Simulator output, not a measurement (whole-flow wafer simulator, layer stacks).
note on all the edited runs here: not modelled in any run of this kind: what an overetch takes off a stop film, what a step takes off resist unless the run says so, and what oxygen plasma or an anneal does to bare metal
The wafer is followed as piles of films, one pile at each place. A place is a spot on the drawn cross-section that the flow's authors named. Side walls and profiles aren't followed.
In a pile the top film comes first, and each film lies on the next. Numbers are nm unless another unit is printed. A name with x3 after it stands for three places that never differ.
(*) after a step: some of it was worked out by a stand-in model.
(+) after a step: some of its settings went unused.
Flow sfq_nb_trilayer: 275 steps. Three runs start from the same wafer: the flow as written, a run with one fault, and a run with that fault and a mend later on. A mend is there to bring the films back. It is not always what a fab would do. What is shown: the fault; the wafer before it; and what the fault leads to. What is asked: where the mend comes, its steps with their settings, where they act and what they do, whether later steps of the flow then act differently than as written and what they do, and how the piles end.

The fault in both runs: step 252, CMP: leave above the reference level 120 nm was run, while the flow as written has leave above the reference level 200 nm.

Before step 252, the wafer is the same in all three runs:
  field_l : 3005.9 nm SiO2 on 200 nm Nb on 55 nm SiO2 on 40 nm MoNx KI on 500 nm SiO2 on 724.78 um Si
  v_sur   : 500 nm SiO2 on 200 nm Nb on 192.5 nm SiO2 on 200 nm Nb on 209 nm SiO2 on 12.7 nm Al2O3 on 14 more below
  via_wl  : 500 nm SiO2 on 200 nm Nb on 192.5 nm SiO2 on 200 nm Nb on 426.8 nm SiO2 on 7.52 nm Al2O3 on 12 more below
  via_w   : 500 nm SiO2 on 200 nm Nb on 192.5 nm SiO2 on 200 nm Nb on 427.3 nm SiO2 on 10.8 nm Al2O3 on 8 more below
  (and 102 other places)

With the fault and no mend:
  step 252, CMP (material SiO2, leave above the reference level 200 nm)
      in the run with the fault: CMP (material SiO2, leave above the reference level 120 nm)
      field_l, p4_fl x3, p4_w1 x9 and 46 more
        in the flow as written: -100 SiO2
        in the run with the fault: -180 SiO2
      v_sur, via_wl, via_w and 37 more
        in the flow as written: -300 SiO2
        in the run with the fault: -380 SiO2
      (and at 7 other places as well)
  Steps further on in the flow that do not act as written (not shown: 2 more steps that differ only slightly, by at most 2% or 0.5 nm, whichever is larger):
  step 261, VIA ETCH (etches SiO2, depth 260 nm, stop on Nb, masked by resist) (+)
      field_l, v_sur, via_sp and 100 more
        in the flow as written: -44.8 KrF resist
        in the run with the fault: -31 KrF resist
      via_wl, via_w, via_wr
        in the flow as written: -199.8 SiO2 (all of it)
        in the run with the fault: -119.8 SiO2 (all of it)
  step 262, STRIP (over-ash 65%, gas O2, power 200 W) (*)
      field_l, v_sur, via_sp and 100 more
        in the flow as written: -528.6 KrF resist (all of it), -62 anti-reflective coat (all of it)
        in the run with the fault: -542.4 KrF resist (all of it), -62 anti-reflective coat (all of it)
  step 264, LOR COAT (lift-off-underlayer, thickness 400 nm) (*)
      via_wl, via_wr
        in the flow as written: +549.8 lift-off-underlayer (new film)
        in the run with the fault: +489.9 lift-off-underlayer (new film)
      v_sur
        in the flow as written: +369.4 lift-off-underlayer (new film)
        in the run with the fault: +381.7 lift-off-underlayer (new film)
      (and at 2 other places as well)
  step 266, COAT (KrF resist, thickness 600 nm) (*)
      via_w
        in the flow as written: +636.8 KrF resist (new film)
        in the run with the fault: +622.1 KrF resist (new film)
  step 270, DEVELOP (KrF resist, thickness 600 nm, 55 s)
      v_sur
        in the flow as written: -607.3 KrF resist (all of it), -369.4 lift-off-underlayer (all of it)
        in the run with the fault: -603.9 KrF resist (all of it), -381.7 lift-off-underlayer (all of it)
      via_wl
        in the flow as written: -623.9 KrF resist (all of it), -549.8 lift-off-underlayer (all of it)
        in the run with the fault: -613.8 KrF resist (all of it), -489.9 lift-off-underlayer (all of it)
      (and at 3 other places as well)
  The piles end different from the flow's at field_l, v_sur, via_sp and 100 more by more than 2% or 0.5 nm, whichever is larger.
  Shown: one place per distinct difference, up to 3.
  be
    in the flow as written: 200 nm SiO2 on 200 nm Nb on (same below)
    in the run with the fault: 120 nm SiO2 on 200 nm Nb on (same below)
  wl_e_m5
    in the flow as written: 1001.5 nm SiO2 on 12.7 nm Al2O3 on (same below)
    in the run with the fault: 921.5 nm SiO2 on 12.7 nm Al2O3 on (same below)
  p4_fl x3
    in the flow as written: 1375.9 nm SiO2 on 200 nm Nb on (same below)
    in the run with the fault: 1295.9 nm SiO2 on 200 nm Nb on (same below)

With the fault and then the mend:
  The mend follows step 259.
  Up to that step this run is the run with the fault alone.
  step 259a, STRIP (over-ash 65%, gas O2, power 200 W) (*)
      field_l, v_sur, via_sp and 100 more
        -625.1 KrF resist (all of it), -62 anti-reflective coat (all of it)
      via_wl, via_w, via_wr
        -62 anti-reflective coat (all of it)
  step 259b, PECVD (material SiO2, thickness 80 nm, 150 C, 17.78 s, RF power 183.3 W, pressure 2.4 Torr, precursor SiH4/N2O) (the flow's step 251 again, with other settings)
      field_l, v_sur, via_wl and 103 more
        +80 SiO2
  step 259c, COAT (anti-reflective coat, thickness 62 nm) (the flow's step 254 again)
      field_l, v_sur, via_wl and 103 more
        +62 anti-reflective coat (new film)
  step 259d, COAT (KrF resist, thickness 650 nm) (the flow's step 255 again)
      field_l, v_sur, via_wl and 103 more
        +650 KrF resist (new film)
  step 259e, SOFTBAKE (KrF resist) (the flow's step 256 again)
      does not change any film at any place that is followed
  step 259f, EXPOSE (photomask I7, dose 11.93 mJ/cm2, NA 0.6, wavelength 248 nm) (*) (the flow's step 257 again)
      does not change any film at any place that is followed
  step 259g, PEB (KrF resist, 90 s) (the flow's step 258 again)
      field_l, v_sur, via_wl and 103 more
        -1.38 KrF resist
  step 259h, DEVELOP (KrF resist, thickness 650 nm, 60 s) (the flow's step 259 again)
      field_l, v_sur, via_sp and 100 more
        -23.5 KrF resist
      via_wl, via_w, via_wr
        -648.6 KrF resist (all of it)
  Every later step of the flow that is run acts as written at every place that is followed.
  By the end, the piles equal the flow's at every place that both follow.
